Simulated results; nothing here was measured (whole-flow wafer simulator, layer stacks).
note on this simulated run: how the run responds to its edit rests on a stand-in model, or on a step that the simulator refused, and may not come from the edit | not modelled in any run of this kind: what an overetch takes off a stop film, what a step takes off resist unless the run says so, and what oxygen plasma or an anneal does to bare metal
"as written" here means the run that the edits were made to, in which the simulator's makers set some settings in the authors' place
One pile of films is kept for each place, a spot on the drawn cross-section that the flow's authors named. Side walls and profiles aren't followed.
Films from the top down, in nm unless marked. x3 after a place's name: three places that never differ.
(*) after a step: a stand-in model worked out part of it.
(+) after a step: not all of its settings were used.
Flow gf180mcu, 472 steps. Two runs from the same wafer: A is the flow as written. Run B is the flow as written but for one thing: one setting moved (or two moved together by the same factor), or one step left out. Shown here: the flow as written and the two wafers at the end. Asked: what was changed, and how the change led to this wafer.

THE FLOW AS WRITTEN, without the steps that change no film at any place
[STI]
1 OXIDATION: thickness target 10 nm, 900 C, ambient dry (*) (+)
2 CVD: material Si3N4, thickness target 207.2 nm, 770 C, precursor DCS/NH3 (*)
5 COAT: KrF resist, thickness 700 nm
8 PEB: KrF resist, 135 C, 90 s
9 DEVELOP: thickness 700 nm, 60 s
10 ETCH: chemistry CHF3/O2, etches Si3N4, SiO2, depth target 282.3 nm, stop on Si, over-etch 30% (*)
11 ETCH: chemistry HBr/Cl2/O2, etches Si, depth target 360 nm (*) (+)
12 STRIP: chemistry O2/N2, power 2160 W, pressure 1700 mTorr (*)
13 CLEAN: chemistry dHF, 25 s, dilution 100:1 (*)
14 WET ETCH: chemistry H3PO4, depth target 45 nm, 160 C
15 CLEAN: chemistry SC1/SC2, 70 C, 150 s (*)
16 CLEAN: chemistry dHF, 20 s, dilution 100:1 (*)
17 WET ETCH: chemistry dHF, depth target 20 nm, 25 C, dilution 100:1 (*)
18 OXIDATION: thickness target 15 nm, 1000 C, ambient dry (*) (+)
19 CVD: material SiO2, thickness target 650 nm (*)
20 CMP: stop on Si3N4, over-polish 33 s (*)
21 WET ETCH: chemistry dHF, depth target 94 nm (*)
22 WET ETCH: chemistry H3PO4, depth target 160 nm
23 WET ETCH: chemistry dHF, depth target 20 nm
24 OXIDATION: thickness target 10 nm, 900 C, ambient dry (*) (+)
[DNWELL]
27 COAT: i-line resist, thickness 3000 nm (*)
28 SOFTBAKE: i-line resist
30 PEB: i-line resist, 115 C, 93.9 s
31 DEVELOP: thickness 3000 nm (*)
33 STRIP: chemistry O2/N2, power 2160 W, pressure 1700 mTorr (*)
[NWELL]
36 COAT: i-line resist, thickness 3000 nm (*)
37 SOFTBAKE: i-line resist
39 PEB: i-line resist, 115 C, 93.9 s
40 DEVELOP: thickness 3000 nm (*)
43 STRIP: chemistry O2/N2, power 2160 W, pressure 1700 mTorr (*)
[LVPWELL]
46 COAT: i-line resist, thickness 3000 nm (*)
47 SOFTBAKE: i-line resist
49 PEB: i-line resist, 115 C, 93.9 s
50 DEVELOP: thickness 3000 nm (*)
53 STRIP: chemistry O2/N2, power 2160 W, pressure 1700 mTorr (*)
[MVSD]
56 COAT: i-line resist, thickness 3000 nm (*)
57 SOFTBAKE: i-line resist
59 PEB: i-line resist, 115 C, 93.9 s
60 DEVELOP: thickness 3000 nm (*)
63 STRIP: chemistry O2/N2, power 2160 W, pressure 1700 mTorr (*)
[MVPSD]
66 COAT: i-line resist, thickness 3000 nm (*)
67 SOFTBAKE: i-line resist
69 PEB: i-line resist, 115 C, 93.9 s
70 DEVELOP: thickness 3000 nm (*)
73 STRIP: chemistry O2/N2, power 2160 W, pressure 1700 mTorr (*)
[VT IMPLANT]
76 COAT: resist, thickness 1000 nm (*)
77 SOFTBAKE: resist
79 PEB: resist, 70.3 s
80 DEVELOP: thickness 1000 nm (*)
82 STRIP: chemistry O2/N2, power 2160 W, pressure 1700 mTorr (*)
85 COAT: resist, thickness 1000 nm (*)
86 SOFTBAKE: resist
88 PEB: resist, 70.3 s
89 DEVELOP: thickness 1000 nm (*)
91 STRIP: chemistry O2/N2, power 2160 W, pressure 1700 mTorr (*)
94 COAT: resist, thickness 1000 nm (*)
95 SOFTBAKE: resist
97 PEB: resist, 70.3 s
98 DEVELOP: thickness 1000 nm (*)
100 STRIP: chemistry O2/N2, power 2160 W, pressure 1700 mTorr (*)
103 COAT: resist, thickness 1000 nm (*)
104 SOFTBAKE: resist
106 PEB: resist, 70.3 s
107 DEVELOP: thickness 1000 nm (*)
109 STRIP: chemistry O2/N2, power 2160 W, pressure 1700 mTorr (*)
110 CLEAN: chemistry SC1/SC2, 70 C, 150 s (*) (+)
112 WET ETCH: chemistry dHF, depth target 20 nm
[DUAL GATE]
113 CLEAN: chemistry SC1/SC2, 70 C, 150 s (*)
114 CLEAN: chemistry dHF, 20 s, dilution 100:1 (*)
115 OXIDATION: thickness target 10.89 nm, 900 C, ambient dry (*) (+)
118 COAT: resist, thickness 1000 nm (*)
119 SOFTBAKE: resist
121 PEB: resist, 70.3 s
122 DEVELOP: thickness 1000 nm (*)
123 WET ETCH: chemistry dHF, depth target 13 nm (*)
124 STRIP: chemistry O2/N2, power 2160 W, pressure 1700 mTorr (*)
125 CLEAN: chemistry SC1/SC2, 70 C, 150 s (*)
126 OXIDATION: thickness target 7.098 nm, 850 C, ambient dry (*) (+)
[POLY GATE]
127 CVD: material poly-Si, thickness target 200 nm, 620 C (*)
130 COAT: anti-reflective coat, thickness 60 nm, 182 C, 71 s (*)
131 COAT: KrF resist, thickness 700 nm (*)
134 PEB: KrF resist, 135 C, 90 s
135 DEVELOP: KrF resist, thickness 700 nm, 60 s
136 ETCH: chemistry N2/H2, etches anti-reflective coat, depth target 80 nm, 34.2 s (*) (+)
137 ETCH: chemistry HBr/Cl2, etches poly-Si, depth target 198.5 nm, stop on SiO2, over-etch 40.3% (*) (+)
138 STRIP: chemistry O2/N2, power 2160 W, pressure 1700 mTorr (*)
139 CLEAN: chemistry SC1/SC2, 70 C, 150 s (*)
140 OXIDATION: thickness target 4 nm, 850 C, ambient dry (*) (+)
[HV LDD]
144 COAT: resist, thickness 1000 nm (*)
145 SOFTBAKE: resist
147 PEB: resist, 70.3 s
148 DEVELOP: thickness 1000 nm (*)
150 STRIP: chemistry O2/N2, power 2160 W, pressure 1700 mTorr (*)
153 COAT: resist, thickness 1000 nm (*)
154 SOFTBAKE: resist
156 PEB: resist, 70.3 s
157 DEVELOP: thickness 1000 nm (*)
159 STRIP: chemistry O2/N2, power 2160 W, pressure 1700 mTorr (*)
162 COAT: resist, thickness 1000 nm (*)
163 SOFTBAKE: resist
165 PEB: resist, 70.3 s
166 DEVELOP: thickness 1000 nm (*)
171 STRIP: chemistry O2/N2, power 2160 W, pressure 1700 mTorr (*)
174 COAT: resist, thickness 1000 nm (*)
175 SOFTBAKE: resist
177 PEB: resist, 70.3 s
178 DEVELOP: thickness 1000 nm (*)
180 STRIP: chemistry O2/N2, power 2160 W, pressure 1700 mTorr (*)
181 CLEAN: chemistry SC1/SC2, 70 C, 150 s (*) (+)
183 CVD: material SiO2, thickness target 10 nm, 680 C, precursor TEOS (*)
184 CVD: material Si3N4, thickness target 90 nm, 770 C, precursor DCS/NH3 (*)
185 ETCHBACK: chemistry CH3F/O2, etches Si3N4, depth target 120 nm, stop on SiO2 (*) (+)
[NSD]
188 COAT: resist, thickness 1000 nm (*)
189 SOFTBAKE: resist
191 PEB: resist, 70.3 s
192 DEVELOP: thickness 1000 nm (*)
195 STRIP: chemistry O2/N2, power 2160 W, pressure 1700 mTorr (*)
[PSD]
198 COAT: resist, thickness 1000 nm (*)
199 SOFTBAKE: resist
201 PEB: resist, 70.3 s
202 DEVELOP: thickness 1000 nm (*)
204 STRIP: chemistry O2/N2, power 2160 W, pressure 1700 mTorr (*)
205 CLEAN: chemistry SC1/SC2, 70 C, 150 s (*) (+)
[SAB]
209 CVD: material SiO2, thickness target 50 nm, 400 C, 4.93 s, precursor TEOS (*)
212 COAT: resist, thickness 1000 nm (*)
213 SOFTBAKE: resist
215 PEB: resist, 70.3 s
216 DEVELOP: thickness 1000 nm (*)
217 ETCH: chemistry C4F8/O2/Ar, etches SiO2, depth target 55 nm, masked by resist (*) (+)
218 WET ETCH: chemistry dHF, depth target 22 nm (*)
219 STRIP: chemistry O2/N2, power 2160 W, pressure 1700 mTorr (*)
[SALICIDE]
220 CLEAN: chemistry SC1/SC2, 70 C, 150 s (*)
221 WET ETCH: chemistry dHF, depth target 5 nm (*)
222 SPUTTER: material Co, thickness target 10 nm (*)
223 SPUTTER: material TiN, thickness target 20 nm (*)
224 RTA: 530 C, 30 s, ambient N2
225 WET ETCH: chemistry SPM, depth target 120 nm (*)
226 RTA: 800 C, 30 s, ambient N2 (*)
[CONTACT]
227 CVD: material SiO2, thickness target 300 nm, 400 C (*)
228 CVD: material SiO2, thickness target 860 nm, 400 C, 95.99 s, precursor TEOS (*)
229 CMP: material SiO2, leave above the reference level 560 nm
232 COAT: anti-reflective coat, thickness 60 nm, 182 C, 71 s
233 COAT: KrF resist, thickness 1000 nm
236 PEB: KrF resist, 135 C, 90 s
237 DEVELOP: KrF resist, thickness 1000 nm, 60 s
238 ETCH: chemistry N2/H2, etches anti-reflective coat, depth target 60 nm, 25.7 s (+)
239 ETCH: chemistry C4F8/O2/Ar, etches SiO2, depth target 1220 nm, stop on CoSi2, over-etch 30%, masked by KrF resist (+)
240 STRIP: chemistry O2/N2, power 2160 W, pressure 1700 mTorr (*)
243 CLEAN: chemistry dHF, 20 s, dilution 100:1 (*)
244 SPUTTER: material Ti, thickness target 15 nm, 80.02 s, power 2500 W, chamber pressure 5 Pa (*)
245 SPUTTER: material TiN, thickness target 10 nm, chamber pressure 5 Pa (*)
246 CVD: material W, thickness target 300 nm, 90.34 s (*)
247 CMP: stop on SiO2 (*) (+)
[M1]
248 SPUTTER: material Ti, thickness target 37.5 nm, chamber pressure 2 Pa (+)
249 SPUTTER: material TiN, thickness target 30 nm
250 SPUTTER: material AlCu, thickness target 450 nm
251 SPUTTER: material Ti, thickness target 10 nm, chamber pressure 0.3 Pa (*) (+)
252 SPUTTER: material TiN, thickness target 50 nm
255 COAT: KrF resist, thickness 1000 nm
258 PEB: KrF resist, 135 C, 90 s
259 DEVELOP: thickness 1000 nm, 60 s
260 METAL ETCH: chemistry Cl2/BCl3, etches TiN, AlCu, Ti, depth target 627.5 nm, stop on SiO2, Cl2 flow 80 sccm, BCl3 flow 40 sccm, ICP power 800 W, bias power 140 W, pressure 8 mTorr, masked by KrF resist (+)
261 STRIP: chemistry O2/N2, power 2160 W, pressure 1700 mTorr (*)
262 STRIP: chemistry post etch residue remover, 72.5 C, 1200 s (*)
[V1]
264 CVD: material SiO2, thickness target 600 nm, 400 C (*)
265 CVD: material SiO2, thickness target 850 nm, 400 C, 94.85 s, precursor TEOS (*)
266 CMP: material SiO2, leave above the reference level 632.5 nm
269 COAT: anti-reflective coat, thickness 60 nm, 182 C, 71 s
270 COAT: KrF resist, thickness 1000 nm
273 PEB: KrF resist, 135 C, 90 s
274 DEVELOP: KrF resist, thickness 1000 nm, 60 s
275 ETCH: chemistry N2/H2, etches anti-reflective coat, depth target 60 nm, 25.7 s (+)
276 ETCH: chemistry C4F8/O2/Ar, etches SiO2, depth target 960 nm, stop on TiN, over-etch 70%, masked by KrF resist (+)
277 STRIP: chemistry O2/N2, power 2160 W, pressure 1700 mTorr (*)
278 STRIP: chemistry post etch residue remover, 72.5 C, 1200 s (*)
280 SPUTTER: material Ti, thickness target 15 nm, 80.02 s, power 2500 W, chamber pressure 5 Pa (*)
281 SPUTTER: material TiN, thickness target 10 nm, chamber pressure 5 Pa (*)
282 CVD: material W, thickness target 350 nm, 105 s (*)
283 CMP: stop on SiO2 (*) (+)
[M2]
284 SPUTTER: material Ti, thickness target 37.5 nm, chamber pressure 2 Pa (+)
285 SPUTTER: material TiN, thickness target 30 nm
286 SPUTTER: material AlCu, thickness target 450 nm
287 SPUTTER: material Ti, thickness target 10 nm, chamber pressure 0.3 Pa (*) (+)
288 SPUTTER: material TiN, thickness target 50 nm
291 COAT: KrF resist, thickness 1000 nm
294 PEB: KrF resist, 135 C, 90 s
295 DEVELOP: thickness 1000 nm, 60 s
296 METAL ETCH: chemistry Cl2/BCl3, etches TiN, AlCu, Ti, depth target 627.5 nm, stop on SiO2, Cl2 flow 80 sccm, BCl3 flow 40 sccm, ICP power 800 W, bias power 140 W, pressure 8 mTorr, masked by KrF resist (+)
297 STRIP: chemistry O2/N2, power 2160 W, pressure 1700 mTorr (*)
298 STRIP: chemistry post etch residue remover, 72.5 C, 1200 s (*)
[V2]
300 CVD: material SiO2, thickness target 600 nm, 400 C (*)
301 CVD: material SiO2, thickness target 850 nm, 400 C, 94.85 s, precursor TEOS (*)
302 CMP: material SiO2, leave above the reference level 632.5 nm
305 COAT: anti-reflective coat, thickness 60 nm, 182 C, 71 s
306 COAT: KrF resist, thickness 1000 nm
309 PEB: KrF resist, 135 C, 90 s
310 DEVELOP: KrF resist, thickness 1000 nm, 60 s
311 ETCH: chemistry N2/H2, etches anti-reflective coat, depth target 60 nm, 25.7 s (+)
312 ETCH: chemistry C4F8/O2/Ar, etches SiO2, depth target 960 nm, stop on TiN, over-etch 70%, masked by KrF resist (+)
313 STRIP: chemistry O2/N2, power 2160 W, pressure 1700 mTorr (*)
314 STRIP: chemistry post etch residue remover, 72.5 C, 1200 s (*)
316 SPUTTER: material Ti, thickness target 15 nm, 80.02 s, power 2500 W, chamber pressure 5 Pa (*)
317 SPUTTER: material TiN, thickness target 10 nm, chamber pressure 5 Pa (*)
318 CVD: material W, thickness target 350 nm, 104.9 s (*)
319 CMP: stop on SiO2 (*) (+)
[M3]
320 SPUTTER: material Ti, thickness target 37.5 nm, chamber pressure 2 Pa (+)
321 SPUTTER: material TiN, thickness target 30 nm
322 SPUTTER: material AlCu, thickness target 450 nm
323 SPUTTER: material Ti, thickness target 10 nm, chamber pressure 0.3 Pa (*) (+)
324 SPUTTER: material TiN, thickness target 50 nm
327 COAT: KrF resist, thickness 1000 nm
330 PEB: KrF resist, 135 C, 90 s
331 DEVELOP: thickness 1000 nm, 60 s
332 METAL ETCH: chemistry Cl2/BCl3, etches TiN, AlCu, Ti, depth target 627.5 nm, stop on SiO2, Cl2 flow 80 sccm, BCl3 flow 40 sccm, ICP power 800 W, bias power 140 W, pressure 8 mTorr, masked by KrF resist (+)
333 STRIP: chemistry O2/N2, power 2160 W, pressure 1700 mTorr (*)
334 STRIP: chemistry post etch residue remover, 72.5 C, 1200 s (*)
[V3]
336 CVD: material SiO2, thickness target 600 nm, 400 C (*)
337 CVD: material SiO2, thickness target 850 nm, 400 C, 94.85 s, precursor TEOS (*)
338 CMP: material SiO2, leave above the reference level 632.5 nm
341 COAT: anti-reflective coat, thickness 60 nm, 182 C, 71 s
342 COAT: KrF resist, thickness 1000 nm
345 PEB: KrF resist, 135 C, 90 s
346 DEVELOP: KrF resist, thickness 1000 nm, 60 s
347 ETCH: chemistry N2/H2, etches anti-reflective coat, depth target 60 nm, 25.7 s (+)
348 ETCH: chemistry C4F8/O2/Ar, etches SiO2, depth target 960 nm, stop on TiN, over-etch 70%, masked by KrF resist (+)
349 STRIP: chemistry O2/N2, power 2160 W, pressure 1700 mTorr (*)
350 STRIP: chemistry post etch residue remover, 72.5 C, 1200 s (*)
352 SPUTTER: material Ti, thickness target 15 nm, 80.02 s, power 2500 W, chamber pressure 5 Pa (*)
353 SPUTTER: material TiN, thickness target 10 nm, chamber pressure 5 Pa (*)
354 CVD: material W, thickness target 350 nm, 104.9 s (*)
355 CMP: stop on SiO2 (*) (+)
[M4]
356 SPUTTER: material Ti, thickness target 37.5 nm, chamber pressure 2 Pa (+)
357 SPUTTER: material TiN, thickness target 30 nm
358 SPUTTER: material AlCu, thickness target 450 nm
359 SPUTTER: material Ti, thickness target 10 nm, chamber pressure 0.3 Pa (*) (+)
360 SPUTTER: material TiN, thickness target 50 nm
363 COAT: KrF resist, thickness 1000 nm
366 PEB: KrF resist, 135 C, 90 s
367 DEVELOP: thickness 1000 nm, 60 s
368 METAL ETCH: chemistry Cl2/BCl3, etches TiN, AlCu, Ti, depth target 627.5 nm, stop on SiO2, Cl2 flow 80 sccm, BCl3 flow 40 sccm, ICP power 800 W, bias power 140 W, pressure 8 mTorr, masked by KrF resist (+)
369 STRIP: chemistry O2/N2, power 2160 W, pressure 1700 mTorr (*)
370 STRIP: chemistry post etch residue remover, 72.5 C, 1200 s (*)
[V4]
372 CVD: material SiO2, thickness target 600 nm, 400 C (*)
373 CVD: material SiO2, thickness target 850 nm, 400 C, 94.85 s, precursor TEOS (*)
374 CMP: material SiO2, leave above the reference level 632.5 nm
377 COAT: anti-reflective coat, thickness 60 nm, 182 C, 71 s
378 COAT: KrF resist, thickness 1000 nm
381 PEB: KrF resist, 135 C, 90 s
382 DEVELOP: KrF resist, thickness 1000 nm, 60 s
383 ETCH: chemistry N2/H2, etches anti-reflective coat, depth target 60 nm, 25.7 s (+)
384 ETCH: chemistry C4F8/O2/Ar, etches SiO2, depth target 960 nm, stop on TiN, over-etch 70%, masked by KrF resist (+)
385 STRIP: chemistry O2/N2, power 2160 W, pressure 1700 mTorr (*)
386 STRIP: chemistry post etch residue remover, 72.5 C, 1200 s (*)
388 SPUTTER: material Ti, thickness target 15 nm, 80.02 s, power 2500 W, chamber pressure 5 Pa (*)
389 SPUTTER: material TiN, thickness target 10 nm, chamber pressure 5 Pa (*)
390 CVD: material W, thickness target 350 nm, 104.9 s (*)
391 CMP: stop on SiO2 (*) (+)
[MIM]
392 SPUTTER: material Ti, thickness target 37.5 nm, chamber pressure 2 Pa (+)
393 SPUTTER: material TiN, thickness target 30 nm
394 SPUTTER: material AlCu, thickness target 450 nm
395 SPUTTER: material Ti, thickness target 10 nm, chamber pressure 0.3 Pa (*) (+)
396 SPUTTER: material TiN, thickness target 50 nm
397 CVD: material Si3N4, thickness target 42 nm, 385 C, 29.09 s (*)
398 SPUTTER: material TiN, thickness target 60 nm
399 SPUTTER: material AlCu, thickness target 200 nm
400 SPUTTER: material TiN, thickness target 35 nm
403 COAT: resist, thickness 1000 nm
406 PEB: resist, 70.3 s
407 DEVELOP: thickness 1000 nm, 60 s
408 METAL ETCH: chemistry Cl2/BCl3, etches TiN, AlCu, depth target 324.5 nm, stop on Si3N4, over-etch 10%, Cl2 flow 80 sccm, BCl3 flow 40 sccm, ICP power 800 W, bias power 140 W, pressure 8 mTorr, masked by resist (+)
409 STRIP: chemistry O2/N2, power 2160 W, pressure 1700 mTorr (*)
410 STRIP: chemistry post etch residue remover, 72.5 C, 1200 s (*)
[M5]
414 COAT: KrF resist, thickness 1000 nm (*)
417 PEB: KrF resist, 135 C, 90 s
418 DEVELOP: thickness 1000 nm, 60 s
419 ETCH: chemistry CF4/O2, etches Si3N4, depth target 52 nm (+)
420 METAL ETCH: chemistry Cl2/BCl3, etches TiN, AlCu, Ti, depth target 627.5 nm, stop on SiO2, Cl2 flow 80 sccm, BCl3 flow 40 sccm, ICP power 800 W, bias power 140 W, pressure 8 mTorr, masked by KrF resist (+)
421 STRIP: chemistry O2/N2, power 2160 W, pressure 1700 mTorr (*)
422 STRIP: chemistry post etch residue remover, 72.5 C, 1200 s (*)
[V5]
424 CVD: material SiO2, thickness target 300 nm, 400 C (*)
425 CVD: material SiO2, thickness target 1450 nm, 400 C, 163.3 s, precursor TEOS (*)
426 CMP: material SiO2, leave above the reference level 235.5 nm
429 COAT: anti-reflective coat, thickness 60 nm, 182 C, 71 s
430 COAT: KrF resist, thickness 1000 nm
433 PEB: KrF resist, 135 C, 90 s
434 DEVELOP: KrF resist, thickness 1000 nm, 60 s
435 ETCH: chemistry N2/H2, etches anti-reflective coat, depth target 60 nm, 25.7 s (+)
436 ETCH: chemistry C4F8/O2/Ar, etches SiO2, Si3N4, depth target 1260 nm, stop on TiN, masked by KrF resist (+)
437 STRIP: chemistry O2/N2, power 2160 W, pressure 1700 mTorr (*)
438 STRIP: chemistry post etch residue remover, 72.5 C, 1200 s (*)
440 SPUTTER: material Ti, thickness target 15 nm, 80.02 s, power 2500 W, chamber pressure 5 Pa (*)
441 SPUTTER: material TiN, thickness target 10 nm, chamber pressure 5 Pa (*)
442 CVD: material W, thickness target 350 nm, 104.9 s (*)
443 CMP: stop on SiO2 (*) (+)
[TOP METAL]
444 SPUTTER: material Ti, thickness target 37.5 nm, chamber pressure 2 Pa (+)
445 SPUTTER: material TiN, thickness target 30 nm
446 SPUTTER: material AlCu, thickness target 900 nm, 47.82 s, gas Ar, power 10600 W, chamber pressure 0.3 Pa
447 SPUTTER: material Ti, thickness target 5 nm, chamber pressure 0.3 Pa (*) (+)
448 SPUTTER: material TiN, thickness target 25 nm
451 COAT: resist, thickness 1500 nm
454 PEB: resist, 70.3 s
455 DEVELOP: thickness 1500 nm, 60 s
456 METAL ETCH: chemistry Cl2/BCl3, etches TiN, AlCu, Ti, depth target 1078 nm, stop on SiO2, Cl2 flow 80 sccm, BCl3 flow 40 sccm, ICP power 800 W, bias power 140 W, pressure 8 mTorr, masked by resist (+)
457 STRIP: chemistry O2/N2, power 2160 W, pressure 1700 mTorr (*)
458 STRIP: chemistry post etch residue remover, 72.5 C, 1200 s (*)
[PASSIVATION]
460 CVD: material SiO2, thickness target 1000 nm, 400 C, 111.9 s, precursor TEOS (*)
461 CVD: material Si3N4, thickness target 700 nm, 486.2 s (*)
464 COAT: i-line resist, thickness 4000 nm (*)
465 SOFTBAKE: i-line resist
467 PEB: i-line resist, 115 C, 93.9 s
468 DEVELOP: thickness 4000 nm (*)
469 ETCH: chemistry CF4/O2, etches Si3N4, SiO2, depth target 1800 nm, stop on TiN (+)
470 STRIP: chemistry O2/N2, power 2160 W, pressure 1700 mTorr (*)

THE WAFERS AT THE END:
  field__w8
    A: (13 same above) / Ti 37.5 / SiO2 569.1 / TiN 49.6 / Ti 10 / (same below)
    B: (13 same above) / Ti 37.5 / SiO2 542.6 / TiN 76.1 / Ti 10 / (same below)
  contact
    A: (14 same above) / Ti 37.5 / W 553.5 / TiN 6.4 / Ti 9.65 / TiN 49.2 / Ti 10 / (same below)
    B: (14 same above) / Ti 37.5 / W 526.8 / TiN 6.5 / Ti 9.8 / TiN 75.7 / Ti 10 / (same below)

The cause: step 360, SPUTTER: thickness target 76.5 nm was run, where the flow has thickness target 50 nm.

How the change led to this, step by step:
  360 SPUTTER: material TiN, thickness target 50 nm
      field, field__w1, field__w2 and 108 more: A TiN +50 (new film) | B TiN +76.5 (new film)
  368 METAL ETCH: chemistry Cl2/BCl3, etches TiN, AlCu, Ti, depth target 627.5 nm, stop on SiO2, Cl2 flow 80 sccm, BCl3 flow 40 sccm, ICP power 800 W, bias power 140 W, pressure 8 mTorr, masked by KrF resist (+)
      field, field__w1, field__w2 and 103 more: A TiN -50 (all of it), Ti -10 (all of it), AlCu -450 (all of it), TiN -30 (all of it), Ti -37.5 (all of it) | B TiN -76.5 (all of it), Ti -10 (all of it), AlCu -450 (all of it), TiN -30 (all of it), Ti -37.5 (all of it)
  374 CMP: material SiO2, leave above the reference level 632.5 nm
      field__w8, contact, m1, m1__w1, m1_nw: A SiO2 -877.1 | B SiO2 -903.6
  384 ETCH: chemistry C4F8/O2/Ar, etches SiO2, depth target 960 nm, stop on TiN, over-etch 70%, masked by KrF resist (+)
      field, field__w1, field__w2 and 107 more: A KrF resist -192 | B KrF resist -185.6
      contact: A SiO2 -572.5 (all of it) | B SiO2 -546 (all of it)
  390 CVD: material W, thickness target 350 nm, 104.9 s (*)
      contact: A W +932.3 (new film) | B W +905.5 (new film)
